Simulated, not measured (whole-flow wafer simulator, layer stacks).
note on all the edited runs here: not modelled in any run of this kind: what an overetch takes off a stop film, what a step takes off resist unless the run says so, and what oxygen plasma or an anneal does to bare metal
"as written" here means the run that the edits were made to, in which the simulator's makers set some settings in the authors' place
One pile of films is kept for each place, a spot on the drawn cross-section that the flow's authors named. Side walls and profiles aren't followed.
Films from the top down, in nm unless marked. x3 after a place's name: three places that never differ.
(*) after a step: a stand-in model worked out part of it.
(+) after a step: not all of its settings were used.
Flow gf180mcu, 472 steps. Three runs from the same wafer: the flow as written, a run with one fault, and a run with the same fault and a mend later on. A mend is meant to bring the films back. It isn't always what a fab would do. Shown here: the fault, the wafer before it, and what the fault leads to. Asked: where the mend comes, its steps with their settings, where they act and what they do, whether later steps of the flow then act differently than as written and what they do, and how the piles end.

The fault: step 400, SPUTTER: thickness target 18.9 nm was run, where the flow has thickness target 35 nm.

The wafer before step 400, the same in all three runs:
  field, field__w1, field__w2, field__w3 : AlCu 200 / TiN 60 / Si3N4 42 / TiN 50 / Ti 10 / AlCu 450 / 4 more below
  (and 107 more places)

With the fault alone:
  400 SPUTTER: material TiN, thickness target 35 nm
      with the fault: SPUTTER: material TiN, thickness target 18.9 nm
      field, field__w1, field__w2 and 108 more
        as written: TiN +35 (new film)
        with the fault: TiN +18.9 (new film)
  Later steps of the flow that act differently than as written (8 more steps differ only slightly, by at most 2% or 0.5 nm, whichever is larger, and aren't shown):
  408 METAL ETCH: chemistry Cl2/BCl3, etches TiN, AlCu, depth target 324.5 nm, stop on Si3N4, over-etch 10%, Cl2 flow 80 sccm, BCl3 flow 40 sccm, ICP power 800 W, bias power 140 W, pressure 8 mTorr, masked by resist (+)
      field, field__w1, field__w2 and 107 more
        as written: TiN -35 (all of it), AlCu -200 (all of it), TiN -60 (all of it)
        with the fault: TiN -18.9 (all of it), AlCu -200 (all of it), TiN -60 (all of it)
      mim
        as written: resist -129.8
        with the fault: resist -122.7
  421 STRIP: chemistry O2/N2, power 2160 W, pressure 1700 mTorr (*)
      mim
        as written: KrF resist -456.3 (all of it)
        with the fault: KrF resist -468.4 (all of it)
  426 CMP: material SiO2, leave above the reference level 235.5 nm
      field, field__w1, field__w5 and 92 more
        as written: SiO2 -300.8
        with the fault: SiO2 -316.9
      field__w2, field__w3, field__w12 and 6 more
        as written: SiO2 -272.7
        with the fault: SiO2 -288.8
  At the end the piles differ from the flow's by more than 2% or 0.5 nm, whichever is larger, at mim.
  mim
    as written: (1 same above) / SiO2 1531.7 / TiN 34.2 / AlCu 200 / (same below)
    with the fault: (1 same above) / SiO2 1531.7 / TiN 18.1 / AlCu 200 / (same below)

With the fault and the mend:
  The mend comes after step 407.
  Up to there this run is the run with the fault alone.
  407a STRIP: chemistry O2/N2, power 2160 W, pressure 1700 mTorr (*)
      mim
        resist -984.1 (all of it)
  407b SPUTTER: material TiN, thickness target 16.1 nm (the flow's step 400 once more, with other settings)
      field, field__w1, field__w2 and 108 more
        TiN +16.1
  407c HMDS: 120 C, 60 s (the flow's step 402 once more)
      changes no film at any place that is followed
  407d COAT: resist, thickness 1000 nm (the flow's step 403 once more)
      field, field__w1, field__w2 and 108 more
        resist +1000 (new film)
  407e SOFTBAKE: resist (the flow's step 404 once more)
      changes no film at any place that is followed
  407f EXPOSE: photomask FuseTop (the flow's step 405 once more)
      changes no film at any place that is followed
  407g PEB: resist, 70.3 s (the flow's step 406 once more)
      field, field__w1, field__w2 and 108 more
        resist -15.9
  407h DEVELOP: thickness 1000 nm, 60 s (the flow's step 407 once more)
      field, field__w1, field__w2 and 107 more
        resist -984.1 (all of it)
  No later step of the flow acts differently than as written at any place that is followed.
  At the end the piles are the same as the flow's at every place that both follow.
